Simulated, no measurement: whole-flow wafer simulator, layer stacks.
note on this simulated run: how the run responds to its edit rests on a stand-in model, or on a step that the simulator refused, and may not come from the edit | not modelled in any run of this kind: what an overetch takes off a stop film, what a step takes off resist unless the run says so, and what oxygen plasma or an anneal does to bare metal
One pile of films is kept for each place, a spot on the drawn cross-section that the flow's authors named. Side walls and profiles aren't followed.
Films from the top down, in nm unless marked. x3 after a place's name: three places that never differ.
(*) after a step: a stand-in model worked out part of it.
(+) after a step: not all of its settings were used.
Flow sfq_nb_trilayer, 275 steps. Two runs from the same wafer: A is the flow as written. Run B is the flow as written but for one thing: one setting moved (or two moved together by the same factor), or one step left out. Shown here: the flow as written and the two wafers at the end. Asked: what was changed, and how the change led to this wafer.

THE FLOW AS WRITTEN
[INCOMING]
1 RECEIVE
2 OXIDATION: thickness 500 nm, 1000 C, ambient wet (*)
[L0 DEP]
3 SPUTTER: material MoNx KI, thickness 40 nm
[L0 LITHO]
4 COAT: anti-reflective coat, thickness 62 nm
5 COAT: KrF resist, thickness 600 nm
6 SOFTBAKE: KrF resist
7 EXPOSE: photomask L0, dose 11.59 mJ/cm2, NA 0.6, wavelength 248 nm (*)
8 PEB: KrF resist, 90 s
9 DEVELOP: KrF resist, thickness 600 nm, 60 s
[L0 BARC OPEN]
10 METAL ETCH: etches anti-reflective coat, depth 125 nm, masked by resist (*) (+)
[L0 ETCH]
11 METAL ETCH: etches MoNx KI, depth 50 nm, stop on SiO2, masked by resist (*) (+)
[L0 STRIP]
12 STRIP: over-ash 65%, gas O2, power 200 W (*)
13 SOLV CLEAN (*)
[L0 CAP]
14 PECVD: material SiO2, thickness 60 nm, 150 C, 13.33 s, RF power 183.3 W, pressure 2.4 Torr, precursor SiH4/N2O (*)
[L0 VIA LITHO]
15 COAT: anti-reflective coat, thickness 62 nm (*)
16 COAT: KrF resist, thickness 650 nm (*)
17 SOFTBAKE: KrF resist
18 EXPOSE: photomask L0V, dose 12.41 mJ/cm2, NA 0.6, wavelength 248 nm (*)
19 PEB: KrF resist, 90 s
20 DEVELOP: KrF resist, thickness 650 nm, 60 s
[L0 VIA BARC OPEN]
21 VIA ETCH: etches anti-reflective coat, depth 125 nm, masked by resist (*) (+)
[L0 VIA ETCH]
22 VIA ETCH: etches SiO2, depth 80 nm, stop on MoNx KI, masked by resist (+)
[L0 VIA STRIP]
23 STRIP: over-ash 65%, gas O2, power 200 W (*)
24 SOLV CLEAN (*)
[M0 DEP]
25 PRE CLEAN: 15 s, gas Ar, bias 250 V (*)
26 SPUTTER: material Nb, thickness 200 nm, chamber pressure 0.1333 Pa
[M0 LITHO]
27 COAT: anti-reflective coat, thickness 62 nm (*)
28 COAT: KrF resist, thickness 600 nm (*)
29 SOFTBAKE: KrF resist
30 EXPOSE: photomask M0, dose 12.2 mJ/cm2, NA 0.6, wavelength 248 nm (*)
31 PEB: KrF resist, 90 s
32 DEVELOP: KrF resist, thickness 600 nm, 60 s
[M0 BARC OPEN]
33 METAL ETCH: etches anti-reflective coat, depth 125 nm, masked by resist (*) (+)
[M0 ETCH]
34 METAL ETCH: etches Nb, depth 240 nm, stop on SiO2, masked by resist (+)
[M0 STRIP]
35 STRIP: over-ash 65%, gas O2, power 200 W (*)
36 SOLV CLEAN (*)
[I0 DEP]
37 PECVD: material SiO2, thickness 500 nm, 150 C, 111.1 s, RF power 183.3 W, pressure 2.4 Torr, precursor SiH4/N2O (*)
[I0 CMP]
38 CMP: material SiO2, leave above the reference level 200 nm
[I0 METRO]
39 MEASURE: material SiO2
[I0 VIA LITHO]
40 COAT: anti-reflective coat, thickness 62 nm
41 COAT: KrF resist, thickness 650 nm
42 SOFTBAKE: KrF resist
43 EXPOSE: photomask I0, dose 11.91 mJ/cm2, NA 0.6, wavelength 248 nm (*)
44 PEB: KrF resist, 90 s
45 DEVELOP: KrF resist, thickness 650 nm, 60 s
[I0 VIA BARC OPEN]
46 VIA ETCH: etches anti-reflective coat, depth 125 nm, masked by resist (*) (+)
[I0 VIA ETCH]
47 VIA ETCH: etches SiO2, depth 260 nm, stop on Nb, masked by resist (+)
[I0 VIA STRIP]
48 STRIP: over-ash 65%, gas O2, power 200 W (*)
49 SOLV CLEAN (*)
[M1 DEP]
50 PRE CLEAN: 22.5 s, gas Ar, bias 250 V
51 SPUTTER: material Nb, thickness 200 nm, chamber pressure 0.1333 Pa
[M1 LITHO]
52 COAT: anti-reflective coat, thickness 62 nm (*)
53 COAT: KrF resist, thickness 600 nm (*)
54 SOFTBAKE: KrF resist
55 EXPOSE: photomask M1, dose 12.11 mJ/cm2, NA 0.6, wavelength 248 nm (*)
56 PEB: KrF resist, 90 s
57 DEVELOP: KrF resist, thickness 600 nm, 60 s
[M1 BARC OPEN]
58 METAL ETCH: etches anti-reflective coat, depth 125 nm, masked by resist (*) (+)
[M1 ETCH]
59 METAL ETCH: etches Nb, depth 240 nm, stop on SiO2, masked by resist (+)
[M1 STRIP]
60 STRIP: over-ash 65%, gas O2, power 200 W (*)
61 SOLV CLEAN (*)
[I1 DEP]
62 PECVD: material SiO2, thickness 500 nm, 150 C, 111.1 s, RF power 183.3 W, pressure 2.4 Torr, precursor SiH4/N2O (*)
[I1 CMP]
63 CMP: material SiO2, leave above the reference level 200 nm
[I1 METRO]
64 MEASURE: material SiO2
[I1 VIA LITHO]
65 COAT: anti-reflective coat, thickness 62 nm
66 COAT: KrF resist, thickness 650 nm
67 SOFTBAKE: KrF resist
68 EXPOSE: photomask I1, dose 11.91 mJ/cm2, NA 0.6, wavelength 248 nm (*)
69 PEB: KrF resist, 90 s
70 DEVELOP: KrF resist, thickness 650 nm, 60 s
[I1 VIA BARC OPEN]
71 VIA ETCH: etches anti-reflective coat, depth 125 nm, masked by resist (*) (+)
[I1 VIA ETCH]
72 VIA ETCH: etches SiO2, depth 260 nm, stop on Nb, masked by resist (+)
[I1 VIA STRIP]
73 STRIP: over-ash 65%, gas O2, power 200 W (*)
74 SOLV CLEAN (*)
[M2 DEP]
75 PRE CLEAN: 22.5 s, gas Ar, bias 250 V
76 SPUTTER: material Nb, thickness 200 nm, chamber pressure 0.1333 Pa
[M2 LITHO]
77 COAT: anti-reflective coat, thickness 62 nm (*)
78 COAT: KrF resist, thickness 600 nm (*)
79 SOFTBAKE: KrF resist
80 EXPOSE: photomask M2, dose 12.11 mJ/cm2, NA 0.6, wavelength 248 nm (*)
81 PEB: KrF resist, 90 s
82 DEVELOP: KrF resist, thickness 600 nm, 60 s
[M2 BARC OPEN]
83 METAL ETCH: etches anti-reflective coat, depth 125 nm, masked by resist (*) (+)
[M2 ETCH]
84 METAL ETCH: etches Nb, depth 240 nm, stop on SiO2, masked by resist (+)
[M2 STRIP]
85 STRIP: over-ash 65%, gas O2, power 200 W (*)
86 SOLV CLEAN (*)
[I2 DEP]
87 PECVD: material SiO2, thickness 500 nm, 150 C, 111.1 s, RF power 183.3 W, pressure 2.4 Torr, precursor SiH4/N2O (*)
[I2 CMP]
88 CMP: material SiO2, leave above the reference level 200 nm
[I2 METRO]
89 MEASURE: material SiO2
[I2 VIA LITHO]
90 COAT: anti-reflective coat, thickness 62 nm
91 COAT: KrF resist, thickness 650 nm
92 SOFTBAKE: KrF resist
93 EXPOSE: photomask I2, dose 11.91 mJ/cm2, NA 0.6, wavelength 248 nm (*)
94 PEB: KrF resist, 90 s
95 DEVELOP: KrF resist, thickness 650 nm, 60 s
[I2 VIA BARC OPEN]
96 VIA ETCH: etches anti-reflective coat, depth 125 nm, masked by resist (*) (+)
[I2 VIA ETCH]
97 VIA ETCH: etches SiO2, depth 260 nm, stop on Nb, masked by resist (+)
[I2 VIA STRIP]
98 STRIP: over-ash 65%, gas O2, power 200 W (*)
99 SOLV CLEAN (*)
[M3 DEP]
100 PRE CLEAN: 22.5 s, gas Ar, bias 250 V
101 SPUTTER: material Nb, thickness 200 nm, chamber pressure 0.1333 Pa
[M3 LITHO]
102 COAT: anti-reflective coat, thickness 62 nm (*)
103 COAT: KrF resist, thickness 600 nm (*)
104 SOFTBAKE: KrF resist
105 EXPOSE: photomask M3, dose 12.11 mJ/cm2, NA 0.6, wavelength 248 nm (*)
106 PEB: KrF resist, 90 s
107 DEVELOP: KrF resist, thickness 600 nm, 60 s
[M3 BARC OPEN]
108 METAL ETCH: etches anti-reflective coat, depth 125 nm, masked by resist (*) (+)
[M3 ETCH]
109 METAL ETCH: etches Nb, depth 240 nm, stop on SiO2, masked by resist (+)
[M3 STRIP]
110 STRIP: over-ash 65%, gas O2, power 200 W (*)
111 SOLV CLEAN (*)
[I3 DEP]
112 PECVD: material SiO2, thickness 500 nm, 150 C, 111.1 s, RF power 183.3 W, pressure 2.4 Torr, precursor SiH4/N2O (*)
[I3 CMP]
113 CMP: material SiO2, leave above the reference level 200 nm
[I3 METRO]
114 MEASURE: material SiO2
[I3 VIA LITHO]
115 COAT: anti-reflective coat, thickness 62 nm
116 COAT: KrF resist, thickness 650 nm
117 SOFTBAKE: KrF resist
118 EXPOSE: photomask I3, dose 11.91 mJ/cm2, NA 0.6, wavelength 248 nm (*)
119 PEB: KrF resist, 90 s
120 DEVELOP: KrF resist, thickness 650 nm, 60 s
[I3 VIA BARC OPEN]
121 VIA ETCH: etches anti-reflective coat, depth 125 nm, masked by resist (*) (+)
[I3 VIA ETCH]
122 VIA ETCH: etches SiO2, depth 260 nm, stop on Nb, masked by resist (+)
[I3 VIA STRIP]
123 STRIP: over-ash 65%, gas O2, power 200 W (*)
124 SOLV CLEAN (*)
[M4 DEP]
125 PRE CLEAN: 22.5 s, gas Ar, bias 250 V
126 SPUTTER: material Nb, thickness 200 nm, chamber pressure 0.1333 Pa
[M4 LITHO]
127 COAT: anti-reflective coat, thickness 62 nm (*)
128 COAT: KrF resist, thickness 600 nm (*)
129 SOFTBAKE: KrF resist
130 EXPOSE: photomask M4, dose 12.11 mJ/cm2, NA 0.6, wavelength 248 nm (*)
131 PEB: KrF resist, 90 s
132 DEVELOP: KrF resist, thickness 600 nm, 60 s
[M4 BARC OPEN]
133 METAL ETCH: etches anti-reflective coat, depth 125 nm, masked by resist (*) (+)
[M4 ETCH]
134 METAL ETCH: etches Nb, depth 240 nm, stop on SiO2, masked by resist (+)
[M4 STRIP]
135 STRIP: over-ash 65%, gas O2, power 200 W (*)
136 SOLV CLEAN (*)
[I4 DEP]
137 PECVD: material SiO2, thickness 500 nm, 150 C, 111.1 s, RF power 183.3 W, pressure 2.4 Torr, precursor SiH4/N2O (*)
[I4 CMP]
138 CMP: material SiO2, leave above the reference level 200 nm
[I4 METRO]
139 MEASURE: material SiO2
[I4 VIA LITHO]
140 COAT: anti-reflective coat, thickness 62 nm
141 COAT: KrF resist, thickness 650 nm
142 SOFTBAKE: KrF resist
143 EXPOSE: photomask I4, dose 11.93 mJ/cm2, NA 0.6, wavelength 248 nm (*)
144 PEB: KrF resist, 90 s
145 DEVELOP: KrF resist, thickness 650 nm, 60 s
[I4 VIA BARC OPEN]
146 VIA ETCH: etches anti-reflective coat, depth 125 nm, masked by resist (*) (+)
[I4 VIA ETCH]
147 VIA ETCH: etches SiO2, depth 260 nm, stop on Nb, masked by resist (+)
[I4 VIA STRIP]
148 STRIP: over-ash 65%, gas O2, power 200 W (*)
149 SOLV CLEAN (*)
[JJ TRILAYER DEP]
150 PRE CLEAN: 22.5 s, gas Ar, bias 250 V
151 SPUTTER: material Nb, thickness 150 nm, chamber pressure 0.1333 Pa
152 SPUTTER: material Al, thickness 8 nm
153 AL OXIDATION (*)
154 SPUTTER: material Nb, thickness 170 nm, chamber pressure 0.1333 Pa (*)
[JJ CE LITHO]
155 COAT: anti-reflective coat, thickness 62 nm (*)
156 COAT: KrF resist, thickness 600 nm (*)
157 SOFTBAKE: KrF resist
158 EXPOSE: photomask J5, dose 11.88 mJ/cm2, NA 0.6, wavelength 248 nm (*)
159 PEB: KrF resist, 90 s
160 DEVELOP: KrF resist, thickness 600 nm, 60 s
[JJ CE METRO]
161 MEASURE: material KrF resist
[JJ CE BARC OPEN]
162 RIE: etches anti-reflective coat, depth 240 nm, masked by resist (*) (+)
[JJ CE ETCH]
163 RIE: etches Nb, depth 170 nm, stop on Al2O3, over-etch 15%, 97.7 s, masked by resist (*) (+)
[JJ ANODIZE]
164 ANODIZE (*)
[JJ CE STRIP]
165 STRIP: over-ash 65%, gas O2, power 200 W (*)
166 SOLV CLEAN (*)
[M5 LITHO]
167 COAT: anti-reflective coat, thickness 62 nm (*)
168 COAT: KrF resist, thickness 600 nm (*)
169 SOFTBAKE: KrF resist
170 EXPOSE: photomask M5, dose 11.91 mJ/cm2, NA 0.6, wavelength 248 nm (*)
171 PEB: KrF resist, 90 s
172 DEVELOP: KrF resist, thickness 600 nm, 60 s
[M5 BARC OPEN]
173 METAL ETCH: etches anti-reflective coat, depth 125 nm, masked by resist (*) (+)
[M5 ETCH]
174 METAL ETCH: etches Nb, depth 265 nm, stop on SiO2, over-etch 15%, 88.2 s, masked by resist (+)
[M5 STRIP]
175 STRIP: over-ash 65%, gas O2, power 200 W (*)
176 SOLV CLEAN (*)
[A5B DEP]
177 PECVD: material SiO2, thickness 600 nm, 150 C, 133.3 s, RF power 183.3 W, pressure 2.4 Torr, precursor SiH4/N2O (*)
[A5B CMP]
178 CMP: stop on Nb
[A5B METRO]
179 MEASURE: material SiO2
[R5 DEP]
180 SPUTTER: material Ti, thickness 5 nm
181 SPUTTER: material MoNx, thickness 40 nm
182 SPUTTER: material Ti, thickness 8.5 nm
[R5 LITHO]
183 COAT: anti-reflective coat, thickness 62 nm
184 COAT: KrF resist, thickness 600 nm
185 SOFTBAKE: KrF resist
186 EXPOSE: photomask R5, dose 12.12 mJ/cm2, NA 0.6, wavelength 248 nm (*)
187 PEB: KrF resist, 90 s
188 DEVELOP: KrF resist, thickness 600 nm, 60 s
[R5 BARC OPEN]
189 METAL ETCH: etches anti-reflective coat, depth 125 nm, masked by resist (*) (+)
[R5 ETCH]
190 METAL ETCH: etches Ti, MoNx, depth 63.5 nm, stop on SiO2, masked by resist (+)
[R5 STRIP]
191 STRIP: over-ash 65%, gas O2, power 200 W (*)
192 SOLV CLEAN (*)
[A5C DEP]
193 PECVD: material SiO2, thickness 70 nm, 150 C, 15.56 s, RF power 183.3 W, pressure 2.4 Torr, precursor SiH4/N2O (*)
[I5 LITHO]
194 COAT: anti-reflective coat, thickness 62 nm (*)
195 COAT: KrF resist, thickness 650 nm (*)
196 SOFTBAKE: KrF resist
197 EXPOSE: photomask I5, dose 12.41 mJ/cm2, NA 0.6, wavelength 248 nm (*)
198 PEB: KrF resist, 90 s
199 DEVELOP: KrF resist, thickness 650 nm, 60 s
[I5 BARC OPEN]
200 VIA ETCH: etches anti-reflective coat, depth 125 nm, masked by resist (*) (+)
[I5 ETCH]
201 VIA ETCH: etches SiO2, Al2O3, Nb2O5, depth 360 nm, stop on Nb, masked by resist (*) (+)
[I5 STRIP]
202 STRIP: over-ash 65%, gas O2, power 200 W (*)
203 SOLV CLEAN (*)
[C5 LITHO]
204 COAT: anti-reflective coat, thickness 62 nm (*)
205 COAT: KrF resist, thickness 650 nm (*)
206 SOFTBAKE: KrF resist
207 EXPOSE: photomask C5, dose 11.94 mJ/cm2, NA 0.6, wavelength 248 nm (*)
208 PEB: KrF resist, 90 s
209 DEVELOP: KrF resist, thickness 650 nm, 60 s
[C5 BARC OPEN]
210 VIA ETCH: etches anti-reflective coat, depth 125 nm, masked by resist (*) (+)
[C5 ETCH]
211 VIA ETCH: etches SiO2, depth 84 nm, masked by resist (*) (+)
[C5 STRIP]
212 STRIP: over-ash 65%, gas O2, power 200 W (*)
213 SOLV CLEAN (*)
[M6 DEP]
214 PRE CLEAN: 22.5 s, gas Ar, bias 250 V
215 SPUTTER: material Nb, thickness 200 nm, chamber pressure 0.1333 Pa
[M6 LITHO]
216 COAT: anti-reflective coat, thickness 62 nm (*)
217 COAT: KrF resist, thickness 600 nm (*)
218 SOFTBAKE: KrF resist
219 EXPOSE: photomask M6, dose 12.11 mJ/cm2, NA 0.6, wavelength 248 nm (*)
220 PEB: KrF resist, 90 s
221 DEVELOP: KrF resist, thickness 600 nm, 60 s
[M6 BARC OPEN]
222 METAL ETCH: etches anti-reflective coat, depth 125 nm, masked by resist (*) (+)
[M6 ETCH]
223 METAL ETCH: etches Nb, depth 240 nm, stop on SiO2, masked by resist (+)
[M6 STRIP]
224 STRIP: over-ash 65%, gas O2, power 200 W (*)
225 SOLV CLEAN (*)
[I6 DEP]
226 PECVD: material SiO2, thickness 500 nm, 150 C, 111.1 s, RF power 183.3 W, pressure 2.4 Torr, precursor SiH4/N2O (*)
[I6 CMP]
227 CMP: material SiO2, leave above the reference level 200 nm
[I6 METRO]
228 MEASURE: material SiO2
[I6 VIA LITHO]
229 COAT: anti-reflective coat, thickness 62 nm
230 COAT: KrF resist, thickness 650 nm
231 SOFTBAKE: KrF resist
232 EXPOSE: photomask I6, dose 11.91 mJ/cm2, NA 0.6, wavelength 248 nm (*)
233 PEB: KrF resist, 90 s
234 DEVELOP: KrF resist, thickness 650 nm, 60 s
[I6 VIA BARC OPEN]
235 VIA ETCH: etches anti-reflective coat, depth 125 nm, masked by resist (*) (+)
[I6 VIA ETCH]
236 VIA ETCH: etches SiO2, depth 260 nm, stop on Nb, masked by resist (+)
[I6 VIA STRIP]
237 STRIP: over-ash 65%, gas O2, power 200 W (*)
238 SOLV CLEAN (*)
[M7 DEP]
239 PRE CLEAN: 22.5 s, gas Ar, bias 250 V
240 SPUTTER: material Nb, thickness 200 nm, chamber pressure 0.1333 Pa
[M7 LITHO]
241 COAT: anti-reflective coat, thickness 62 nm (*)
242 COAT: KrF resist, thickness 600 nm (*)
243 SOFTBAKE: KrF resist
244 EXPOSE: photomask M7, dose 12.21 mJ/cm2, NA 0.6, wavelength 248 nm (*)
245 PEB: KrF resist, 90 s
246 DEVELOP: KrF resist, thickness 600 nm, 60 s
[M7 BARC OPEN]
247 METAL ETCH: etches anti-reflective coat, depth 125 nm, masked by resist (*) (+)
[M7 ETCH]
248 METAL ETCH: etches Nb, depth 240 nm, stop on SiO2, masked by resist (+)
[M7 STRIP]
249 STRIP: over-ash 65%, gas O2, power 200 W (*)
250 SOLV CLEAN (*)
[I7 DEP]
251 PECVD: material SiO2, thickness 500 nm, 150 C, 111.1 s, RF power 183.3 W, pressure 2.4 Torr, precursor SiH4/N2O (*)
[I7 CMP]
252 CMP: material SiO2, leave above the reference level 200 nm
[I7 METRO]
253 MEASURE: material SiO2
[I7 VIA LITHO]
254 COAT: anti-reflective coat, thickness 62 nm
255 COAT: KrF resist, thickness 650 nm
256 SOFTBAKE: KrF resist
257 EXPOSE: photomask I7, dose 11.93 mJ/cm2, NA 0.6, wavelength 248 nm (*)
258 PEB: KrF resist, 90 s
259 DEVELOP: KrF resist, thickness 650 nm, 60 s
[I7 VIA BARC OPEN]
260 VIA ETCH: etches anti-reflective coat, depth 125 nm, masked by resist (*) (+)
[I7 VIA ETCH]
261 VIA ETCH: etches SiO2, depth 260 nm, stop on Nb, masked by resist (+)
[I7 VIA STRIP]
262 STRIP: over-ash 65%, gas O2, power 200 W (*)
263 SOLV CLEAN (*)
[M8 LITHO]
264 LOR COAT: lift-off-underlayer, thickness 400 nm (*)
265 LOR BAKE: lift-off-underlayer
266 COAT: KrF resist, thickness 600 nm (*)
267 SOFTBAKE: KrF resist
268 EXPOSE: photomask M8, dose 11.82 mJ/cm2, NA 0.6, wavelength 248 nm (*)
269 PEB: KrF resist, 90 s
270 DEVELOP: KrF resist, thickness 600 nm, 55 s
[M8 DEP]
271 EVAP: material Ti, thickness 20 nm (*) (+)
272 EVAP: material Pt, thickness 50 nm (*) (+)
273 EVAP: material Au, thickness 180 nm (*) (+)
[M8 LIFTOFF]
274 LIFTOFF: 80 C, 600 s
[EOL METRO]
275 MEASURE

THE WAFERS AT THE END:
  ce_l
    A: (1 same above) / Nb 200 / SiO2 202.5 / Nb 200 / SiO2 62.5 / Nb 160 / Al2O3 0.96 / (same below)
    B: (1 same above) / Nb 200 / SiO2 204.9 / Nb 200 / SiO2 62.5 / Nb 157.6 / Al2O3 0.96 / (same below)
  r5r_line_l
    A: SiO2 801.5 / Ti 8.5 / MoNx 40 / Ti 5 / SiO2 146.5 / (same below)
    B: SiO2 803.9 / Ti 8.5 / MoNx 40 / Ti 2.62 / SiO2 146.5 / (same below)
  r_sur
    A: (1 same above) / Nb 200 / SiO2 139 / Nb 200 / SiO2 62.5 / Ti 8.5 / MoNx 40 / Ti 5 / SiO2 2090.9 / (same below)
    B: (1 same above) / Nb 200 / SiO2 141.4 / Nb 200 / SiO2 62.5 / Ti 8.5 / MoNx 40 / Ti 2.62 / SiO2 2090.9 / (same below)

The cause: step 180, SPUTTER: thickness 2.62 nm was run, where the flow has thickness 5 nm.
It can be read off the wafer: r5r_line_l has Ti 2.62, and step 180 as written asks for 5 nm.

How the change led to this, step by step:
  180 SPUTTER: material Ti, thickness 5 nm
      field_l, v_sur, via_wl and 103 more: A Ti +5 (new film) | B Ti +2.62 (new film)
  190 METAL ETCH: etches Ti, MoNx, depth 63.5 nm, stop on SiO2, masked by resist (+)
      field_l, v_sur, via_wl and 92 more: A Ti -8.5 (all of it), MoNx -40 (all of it), Ti -5 (all of it) | B Ti -8.5 (all of it), MoNx -40 (all of it), Ti -2.62 (all of it)
      ce_l, c5j, ce_r, wl_jj: A Ti -8.5 (all of it), MoNx -40 (all of it), Ti -5 (all of it), Nb -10 | B Ti -8.5 (all of it), MoNx -40 (all of it), Ti -2.62 (all of it), Nb -12.4
